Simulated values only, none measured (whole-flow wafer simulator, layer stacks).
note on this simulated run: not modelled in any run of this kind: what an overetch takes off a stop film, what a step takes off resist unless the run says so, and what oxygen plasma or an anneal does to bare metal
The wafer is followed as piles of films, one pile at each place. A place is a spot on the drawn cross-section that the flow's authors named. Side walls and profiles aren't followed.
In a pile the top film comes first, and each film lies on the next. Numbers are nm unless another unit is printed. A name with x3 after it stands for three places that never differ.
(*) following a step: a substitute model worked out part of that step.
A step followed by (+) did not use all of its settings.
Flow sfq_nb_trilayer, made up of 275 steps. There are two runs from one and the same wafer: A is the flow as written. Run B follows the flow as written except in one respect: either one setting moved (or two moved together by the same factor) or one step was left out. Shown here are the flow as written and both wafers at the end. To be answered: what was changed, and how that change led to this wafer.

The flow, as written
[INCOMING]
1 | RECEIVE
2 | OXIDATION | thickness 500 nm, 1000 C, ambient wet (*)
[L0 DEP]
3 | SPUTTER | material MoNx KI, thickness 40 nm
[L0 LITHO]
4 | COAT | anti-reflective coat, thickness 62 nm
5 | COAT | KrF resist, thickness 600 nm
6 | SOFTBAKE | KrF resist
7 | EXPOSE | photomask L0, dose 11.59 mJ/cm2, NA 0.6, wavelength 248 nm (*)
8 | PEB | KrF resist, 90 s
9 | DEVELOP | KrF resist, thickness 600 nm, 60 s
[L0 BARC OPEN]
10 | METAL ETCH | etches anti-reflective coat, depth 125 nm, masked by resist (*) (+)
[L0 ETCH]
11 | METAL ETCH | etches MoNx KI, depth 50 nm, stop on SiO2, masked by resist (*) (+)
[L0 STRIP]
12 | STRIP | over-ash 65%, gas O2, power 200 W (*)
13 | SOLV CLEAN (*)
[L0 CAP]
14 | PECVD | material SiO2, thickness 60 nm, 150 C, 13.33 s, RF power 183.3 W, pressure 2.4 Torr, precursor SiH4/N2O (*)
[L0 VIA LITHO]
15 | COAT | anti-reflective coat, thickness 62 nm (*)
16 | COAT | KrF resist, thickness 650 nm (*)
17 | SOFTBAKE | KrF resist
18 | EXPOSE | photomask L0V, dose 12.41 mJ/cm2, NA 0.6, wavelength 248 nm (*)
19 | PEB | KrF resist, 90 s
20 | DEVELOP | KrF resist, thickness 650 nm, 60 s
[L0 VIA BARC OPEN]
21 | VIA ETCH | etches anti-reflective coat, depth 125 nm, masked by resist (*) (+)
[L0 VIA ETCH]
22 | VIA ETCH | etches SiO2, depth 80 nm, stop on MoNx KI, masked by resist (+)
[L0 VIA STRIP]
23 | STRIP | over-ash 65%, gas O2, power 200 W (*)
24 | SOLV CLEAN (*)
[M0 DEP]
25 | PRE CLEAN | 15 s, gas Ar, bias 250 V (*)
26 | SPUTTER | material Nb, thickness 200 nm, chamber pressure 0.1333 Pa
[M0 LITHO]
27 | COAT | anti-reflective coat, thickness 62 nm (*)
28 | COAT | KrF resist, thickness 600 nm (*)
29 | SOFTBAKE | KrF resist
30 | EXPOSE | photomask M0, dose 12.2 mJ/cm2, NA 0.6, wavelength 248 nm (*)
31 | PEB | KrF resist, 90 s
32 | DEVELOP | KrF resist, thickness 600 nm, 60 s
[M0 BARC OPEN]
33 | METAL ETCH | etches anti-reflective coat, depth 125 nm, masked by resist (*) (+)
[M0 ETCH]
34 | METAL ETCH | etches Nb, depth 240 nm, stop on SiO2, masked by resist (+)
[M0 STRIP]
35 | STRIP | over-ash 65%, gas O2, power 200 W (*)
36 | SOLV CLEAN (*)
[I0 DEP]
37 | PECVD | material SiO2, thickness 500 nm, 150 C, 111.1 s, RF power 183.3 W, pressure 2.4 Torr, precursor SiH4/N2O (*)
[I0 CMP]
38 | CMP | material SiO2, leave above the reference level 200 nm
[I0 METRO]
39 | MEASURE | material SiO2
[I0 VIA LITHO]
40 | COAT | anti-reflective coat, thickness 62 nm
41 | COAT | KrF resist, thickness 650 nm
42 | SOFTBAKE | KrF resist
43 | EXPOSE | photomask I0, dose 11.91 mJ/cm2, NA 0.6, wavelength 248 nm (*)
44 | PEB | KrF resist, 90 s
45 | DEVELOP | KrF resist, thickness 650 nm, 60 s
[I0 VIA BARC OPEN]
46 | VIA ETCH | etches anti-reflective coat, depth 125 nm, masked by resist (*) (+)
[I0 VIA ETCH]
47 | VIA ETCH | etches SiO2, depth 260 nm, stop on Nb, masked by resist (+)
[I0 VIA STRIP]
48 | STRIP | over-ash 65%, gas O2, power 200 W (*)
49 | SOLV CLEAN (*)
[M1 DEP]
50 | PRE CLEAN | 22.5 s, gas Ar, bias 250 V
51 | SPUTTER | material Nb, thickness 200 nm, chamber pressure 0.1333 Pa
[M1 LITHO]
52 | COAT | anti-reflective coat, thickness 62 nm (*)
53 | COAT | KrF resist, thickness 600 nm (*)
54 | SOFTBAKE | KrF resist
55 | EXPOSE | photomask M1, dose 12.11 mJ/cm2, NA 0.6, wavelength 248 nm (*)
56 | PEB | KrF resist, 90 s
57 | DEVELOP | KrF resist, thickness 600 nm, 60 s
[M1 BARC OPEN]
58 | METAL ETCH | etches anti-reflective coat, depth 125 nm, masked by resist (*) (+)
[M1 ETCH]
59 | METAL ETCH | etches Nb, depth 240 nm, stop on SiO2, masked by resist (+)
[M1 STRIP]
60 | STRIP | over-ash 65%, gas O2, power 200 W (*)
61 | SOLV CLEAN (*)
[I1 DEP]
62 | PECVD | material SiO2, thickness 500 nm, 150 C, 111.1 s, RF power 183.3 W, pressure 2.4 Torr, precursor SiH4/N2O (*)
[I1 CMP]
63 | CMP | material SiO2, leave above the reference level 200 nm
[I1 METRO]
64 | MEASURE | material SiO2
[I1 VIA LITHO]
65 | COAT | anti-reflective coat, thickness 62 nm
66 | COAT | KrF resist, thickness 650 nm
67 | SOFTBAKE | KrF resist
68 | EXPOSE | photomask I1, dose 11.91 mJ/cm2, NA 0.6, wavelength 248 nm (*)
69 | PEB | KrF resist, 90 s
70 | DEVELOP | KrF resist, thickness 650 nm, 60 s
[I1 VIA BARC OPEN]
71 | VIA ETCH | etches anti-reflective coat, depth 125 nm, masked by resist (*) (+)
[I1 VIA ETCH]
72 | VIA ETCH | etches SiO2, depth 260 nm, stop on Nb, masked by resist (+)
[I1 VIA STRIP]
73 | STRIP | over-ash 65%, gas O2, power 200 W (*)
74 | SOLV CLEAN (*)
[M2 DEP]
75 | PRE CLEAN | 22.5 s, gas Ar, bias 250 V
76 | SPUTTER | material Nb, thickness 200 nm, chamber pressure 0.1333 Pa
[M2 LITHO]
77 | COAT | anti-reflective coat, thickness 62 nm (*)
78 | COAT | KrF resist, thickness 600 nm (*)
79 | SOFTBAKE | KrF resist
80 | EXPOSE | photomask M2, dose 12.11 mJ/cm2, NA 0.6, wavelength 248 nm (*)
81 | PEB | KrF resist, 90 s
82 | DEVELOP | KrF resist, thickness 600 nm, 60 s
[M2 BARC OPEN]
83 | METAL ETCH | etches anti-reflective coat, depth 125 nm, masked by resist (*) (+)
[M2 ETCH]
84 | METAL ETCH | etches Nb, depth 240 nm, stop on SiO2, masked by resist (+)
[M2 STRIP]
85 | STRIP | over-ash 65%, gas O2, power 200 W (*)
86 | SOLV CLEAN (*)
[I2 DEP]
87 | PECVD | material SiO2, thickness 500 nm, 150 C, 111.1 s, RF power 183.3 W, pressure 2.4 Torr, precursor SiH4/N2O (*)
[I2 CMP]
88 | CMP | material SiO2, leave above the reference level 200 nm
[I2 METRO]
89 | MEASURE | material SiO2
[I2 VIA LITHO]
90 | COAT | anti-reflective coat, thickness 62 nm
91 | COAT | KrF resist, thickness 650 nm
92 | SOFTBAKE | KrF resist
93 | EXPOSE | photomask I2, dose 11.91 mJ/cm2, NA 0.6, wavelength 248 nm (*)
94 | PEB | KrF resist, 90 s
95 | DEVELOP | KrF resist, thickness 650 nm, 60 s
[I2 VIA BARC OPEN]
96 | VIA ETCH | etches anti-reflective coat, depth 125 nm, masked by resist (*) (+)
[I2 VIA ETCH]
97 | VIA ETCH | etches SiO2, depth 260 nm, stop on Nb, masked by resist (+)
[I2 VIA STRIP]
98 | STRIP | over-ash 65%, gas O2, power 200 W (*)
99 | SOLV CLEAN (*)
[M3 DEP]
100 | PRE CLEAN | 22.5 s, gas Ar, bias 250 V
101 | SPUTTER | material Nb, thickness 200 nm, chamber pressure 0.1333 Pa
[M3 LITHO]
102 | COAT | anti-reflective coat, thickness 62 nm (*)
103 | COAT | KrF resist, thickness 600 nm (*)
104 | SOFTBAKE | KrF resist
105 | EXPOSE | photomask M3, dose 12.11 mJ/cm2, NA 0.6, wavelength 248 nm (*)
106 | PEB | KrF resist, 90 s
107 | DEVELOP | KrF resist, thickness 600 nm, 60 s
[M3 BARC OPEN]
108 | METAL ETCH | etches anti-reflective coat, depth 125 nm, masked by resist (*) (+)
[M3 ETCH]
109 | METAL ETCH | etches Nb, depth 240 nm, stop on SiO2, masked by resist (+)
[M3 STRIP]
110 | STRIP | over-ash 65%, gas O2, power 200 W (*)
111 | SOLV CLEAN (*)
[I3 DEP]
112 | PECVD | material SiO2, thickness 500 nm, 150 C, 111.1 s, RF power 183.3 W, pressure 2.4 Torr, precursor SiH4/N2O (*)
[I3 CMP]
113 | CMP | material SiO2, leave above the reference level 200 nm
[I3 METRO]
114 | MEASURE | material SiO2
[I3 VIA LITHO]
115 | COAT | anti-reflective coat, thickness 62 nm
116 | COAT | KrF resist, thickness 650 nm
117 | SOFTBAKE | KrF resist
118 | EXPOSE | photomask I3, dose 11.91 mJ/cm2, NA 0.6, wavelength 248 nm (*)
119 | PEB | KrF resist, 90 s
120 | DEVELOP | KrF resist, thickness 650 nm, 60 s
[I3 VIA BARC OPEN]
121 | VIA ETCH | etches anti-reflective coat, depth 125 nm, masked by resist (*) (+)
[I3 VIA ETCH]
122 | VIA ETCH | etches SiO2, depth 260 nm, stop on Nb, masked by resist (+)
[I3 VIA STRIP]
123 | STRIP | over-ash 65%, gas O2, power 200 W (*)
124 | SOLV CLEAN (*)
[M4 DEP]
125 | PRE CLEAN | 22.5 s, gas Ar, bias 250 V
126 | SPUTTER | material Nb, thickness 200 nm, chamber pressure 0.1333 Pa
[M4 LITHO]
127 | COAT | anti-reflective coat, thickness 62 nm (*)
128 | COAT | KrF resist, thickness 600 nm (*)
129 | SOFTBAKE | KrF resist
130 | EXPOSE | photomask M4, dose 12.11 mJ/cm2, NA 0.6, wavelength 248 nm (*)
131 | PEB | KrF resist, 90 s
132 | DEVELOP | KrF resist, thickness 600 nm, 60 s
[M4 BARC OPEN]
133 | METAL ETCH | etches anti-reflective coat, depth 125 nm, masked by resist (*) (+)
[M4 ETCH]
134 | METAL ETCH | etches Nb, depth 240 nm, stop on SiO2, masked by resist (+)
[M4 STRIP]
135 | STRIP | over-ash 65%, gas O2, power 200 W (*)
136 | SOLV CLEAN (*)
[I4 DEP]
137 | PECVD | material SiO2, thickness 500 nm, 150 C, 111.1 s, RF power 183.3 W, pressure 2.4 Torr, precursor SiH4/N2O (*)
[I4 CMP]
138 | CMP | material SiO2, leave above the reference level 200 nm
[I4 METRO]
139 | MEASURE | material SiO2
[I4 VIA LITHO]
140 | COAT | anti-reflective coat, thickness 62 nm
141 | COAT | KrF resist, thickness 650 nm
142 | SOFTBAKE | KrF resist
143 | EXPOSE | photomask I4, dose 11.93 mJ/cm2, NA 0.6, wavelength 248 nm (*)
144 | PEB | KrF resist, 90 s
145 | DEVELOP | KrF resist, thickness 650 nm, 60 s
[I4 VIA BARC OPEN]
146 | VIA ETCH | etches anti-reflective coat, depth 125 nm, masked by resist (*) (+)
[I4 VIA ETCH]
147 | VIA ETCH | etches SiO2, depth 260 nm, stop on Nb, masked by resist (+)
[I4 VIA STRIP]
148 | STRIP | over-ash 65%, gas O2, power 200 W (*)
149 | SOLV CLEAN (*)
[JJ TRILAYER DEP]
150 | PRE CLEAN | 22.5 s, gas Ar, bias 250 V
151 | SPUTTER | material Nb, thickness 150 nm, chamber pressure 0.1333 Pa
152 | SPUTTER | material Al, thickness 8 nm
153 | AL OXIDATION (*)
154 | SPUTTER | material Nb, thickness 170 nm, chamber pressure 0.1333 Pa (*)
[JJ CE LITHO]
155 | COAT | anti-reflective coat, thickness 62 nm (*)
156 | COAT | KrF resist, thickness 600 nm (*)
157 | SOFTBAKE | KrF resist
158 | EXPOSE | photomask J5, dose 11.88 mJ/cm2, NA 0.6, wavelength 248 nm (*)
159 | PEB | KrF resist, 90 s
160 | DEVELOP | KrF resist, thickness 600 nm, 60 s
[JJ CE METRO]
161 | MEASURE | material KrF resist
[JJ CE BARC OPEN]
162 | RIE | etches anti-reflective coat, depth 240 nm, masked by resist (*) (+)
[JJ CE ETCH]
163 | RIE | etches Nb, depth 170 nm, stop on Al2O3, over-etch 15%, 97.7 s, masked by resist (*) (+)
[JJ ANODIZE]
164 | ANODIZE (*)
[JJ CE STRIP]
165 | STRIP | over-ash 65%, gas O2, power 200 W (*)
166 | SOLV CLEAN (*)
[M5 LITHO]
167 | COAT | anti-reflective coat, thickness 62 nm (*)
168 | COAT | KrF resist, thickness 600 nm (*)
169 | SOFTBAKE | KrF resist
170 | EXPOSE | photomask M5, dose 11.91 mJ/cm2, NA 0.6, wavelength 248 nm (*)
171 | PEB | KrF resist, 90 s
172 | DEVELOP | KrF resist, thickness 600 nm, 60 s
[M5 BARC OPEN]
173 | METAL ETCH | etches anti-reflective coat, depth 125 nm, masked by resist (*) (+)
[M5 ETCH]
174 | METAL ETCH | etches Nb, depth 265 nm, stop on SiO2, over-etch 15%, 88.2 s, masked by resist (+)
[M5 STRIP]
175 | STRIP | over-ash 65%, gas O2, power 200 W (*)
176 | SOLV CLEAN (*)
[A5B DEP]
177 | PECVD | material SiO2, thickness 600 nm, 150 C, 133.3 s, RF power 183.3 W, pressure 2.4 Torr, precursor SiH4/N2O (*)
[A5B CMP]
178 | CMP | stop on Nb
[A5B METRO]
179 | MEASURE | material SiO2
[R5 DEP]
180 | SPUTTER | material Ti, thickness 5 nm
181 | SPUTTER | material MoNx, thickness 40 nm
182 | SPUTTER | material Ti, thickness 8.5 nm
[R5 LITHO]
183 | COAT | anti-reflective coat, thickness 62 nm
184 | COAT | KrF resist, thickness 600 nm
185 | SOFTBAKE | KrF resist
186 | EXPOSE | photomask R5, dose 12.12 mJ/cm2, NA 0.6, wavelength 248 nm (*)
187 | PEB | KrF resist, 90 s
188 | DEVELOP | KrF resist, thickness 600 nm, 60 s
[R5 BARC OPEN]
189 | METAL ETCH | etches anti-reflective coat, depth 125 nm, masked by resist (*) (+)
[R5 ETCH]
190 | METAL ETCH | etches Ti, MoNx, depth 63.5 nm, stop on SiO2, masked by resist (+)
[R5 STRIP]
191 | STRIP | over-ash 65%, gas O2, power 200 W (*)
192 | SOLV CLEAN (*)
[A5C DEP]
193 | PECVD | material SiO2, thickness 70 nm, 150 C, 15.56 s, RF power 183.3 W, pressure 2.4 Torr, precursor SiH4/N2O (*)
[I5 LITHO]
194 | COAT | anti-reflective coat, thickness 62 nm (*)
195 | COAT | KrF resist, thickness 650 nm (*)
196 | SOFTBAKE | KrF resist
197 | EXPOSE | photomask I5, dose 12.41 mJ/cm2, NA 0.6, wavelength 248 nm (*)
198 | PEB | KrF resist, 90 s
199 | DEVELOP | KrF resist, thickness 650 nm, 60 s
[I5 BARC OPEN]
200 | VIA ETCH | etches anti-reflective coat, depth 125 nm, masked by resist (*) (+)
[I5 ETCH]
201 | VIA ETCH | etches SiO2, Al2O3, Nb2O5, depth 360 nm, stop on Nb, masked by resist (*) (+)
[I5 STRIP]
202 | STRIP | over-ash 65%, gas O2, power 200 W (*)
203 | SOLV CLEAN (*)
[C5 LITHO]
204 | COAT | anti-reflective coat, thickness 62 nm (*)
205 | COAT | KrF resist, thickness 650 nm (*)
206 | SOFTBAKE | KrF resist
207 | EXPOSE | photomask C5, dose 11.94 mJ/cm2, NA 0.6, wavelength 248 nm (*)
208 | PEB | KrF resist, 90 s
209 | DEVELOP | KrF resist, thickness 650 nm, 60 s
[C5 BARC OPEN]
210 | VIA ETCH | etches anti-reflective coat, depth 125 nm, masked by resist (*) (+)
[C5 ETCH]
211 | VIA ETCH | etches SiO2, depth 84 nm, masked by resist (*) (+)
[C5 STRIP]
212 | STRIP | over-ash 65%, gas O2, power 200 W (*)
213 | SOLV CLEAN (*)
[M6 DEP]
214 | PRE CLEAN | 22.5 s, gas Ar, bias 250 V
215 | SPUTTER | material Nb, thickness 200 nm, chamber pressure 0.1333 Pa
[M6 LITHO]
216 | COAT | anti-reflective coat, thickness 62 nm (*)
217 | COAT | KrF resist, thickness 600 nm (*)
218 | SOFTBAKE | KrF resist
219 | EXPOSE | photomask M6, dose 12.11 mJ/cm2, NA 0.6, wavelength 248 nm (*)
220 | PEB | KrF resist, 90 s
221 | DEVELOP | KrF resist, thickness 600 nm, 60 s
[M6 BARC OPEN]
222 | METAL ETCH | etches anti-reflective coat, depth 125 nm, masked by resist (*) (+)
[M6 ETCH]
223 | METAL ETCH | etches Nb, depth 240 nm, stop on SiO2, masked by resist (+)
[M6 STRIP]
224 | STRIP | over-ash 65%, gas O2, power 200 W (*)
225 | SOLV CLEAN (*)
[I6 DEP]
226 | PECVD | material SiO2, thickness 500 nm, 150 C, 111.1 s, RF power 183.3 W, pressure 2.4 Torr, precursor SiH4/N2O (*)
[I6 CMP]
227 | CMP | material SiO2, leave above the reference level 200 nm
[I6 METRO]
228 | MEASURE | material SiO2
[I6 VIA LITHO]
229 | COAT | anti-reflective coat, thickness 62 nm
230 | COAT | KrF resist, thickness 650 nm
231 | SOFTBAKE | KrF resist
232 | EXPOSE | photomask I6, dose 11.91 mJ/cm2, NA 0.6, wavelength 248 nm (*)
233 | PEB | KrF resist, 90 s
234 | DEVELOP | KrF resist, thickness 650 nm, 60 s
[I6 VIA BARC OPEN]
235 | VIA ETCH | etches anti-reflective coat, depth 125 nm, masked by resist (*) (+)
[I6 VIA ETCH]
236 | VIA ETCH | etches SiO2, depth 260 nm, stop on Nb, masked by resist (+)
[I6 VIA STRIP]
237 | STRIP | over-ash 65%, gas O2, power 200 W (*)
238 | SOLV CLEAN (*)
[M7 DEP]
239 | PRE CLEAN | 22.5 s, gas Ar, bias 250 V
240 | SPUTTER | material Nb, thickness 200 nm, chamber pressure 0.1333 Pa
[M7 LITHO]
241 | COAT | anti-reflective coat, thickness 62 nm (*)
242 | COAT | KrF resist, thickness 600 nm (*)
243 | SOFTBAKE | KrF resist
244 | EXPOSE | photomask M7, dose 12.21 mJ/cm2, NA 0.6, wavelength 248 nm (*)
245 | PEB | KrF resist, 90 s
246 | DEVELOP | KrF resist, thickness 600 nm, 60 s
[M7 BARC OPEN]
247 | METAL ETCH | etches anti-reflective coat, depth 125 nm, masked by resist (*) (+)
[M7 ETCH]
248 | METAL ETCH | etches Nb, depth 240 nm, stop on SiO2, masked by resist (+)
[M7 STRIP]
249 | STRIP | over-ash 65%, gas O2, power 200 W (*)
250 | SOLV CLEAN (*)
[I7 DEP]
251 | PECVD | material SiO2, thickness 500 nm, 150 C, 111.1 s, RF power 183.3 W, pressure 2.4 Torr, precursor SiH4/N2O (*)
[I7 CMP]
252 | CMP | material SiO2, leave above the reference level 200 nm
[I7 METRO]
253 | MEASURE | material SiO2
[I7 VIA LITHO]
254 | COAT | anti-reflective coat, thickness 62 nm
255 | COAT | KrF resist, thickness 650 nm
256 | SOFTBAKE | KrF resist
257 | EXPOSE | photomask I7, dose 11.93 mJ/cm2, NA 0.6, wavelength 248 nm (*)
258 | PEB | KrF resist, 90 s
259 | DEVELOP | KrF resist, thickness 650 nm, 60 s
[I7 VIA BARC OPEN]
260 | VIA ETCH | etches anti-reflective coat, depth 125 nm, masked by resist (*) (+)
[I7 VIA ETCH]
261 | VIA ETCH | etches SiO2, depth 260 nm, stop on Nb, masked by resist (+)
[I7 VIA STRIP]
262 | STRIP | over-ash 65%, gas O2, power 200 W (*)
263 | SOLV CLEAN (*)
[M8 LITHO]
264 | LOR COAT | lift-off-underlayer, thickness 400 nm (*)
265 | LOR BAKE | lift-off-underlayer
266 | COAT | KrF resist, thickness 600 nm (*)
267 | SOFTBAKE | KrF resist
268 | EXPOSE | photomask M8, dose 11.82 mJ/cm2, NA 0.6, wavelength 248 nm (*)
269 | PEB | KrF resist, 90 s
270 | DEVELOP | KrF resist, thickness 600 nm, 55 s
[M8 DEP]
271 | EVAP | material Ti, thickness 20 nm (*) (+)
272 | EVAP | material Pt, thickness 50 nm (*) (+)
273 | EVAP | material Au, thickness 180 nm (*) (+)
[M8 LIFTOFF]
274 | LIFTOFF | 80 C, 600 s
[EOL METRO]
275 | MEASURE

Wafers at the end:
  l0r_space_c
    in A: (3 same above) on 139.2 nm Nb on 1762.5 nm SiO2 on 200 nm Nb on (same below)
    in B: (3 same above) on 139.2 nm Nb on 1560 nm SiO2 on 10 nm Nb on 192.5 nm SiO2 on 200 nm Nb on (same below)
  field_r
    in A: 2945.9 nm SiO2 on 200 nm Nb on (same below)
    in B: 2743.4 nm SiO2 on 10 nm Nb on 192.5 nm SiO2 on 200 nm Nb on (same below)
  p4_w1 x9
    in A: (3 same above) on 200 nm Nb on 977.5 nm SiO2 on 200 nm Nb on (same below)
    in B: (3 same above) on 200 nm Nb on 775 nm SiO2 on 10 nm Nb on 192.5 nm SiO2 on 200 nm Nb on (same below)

What caused this: step 59, METAL ETCH: depth 190 nm was run, whereas the flow has depth 240 nm.

How this came from the change, step by step:
  59 | METAL ETCH | etches Nb, depth 240 nm, stop on SiO2, masked by resist (+)
      field_l, be, be_sur and 79 more: A -200 Nb (all of it) | B -190 Nb
      v_sur, via_wl, via_w and 21 more: A -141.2 KrF resist | B -111.8 KrF resist
  60 | STRIP | over-ash 65%, gas O2, power 200 W (*)
      wl_j_sl, wl_jj, wl_j_sr and 13 more: A -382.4 KrF resist (all of it), -62 anti-reflective coat (all of it) | B -411.8 KrF resist (all of it), -62 anti-reflective coat (all of it)
      v_sur: A -365.9 KrF resist (all of it), -61.1 anti-reflective coat (all of it) | B -395.3 KrF resist (all of it), -61.1 anti-reflective coat (all of it)
      (also at 7 further places)
  62 | PECVD | material SiO2, thickness 500 nm, 150 C, 111.1 s, RF power 183.3 W, pressure 2.4 Torr, precursor SiH4/N2O (*)
      field_l, be, be_sur and 72 more: A +500 SiO2 | B +500 SiO2 (new film)
      lsp_m, ln_m6, lsp_r, l0_sur, l0v: A +494.9 SiO2 | B +500 SiO2 (new film)
      (also at 2 further places)
  63 | CMP | material SiO2, leave above the reference level 200 nm
      field_l, be, be_sur and 72 more: A -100 SiO2 | B -110 SiO2
      lsp_m, ln_m6, lsp_r, l0_sur, l0v: A -94.9 SiO2 | B -110 SiO2
Taking metal films that touch as one body, l0r_space_c has 3 bodies (between them, from the top down: SiO2 1560; SiO2 192.5); the flow as written gives 2 bodies (between them, from the top down: SiO2 1762.5).
Taking metal films that touch as one body, field_r has 2 bodies (between them, from the top down: SiO2 192.5); the flow as written gives 1 body.
Taking metal films that touch as one body, p4_w1 x9 has 4 bodies (between them, from the top down: SiO2 192.5; SiO2 775; SiO2 192.5); the flow as written gives 3 bodies (between them, from the top down: SiO2 192.5; SiO2 977.5).
